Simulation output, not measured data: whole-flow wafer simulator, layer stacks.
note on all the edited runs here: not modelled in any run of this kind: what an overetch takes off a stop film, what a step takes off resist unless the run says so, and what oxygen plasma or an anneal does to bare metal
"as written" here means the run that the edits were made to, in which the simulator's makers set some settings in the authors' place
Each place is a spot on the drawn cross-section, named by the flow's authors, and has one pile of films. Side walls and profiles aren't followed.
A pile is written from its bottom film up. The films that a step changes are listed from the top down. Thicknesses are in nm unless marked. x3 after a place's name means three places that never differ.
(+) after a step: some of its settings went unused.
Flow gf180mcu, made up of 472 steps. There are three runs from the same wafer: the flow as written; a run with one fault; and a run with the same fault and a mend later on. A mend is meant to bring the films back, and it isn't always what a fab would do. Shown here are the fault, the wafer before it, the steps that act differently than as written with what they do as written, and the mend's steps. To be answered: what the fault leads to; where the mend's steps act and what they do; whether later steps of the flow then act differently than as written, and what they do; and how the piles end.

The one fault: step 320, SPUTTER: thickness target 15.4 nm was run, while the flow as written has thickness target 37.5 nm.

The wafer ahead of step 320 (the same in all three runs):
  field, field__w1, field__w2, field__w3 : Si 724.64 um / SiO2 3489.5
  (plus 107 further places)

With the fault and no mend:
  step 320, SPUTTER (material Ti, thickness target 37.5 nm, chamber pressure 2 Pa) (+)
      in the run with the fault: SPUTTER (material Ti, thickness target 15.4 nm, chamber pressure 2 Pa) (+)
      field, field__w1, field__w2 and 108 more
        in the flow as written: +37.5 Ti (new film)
        in the run with the fault: +15.4 Ti (new film)
  Steps further on in the flow that do not act as written:
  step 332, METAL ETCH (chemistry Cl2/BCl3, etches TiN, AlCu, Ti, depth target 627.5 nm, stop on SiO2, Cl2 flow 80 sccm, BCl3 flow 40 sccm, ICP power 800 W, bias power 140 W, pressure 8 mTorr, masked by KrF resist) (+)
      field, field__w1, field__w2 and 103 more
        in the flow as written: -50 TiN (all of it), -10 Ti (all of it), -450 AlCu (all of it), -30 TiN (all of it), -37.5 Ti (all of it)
        in the run with the fault: -50 TiN (all of it), -10 Ti (all of it), -450 AlCu (all of it), -30 TiN (all of it), -15.4 Ti (all of it)
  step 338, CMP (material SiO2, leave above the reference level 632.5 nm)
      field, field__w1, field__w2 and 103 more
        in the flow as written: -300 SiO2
        in the run with the fault: -322.1 SiO2
  The piles end different from the flow's at field__w8, contact, m1, m1__w1, m1_nw by more than 2% or 0.5 nm, whichever is larger.
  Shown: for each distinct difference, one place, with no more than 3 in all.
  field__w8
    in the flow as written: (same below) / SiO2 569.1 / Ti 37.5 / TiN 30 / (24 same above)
    in the run with the fault: (same below) / SiO2 569.1 / Ti 15.4 / TiN 30 / (24 same above)
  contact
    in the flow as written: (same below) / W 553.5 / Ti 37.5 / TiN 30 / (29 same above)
    in the run with the fault: (same below) / W 553.5 / Ti 15.4 / TiN 30 / (29 same above)

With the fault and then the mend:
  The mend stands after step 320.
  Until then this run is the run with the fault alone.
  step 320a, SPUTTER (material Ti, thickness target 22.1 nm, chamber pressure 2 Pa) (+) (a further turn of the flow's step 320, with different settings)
      field, field__w1, field__w2 and 108 more
        +22.1 Ti
  None of the later steps of the flow acts differently than as written at any place that is followed.
  By the end, the piles equal the flow's at every place that both follow.
